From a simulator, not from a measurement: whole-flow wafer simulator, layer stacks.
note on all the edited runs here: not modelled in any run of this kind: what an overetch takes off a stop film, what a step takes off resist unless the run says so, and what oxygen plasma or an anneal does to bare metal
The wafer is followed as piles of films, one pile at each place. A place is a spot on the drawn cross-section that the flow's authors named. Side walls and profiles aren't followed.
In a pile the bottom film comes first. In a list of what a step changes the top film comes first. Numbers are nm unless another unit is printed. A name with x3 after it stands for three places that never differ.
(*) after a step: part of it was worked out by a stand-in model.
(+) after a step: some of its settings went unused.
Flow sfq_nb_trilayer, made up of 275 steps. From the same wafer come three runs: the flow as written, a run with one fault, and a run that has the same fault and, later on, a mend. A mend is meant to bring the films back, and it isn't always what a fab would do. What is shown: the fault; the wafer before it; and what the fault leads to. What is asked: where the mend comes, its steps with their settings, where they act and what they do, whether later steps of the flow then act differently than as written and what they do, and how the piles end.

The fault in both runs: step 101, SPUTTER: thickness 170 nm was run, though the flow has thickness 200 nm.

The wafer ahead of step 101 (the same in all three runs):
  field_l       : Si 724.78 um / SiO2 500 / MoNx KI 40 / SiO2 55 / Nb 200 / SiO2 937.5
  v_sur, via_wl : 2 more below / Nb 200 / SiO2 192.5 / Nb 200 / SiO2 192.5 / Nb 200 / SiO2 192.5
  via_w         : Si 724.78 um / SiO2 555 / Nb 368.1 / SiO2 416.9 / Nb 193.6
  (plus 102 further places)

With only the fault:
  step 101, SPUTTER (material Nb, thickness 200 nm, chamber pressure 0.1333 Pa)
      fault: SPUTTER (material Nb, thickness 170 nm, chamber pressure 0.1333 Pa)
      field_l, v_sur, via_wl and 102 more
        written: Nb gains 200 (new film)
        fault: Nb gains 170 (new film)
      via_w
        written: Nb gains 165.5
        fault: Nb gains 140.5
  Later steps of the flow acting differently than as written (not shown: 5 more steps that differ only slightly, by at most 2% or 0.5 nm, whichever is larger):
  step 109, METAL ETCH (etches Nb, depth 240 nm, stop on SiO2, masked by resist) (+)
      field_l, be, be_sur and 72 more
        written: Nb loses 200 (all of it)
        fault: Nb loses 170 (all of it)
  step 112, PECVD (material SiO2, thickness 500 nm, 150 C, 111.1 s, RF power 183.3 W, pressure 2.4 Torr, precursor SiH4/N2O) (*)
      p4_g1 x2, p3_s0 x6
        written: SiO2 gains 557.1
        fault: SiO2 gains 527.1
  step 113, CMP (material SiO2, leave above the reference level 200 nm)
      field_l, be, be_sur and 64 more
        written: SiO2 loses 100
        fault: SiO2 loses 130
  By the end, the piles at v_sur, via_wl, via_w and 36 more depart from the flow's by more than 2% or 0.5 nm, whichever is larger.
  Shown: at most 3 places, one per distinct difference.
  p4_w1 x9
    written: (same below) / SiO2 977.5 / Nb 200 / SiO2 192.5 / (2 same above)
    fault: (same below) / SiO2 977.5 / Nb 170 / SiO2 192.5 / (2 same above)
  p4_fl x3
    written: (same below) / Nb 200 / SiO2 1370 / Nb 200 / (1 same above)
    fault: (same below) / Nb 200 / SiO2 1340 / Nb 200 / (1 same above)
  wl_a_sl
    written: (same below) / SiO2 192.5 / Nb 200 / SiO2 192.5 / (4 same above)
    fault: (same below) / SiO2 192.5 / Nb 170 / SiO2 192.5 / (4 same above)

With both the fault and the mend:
  The mend follows step 101.
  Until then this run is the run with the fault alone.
  step 101a, SPUTTER (material Nb, thickness 30 nm, chamber pressure 0.1333 Pa) (a further turn of the flow's step 101, with different settings)
      field_l, v_sur, via_wl and 102 more
        Nb gains 30
      via_w
        Nb gains 22.9
  Later steps of the flow that are run all act as written at every place that is followed, up to a difference of at most 2% or 0.5 nm, whichever is larger.
  When the end is reached, the piles differ only a little from the flow's at the places that both follow, at most by 2% or 0.5 nm, whichever is larger.
